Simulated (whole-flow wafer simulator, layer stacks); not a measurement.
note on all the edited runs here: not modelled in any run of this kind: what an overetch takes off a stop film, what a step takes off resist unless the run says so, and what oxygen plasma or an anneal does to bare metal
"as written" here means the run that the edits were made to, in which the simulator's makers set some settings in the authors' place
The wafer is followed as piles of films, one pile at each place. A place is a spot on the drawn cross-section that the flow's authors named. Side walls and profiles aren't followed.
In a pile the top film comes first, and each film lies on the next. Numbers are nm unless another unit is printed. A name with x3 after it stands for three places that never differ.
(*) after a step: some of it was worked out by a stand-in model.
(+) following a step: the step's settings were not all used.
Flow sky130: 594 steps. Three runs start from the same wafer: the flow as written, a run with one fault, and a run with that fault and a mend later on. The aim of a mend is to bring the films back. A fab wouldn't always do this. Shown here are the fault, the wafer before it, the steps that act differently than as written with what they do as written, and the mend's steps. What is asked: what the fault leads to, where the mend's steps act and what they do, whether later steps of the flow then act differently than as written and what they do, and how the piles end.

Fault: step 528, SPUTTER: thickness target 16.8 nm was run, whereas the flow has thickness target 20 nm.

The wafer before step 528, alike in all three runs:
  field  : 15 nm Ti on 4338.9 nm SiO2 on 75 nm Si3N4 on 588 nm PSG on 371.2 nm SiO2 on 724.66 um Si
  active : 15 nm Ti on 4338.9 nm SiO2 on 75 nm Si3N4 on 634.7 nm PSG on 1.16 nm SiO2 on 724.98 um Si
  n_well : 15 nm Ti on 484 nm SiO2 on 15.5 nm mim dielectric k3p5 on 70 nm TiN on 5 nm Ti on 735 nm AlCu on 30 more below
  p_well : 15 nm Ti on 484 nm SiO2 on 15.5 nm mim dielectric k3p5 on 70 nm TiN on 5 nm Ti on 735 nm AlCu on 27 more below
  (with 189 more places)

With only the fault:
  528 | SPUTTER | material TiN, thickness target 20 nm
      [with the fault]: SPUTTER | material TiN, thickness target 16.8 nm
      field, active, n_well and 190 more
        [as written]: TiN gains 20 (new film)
        [with the fault]: TiN gains 16.8 (new film)
  Steps further on in the flow that do not act as written (19 more steps, not shown, differ only slightly: by at most 2% or 0.5 nm, whichever is larger):
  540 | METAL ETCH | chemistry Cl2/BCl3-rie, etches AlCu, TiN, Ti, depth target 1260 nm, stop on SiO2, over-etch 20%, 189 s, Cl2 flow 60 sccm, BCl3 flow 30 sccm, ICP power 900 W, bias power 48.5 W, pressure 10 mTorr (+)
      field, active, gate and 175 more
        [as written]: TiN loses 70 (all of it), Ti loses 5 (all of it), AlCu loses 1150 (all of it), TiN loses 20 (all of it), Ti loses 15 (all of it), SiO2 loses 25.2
        [with the fault]: TiN loses 70 (all of it), Ti loses 5 (all of it), AlCu loses 1150 (all of it), TiN loses 16.8 (all of it), Ti loses 15 (all of it), SiO2 loses 25.5
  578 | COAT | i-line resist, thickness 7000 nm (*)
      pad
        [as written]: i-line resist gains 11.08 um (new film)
        [with the fault]: i-line resist gains 11.09 um (new film)
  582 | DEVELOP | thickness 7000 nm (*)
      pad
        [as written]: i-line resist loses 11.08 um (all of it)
        [with the fault]: i-line resist loses 11.09 um (all of it)
  By the end, the piles at n_well, p_well, sd_n and 12 more depart from the flow's by more than 2% or 0.5 nm, whichever is larger.
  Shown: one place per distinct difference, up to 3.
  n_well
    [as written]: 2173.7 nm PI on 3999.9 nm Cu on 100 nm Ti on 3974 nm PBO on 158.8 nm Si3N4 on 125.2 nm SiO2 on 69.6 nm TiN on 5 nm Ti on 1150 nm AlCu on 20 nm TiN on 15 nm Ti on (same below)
    [with the fault]: 2174 nm PI on 3999.9 nm Cu on 100 nm Ti on 3976.3 nm PBO on 158.8 nm Si3N4 on 125.2 nm SiO2 on 69.6 nm TiN on 5 nm Ti on 1150 nm AlCu on 16.8 nm TiN on 15 nm Ti on (same below)
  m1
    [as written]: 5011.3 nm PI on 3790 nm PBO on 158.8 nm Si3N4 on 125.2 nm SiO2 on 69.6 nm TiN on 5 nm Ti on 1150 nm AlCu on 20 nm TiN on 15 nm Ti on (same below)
    [with the fault]: 5011.4 nm PI on 3792.6 nm PBO on 158.8 nm Si3N4 on 125.2 nm SiO2 on 69.6 nm TiN on 5 nm Ti on 1150 nm AlCu on 16.8 nm TiN on 15 nm Ti on (same below)
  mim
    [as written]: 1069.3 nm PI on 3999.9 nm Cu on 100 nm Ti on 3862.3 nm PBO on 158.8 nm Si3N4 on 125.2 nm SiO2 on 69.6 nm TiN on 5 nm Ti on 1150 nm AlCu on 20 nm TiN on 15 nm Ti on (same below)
    [with the fault]: 1069.6 nm PI on 3999.9 nm Cu on 100 nm Ti on 3864.8 nm PBO on 158.8 nm Si3N4 on 125.2 nm SiO2 on 69.6 nm TiN on 5 nm Ti on 1150 nm AlCu on 16.8 nm TiN on 15 nm Ti on (same below)

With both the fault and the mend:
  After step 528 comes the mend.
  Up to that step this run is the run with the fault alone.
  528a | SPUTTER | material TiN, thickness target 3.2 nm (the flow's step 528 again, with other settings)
      field, active, n_well and 190 more
        TiN gains 3.2
  None of the later steps of the flow acts differently than as written at any place that is followed.
  At every place that both follow, the piles at the end match the flow's.
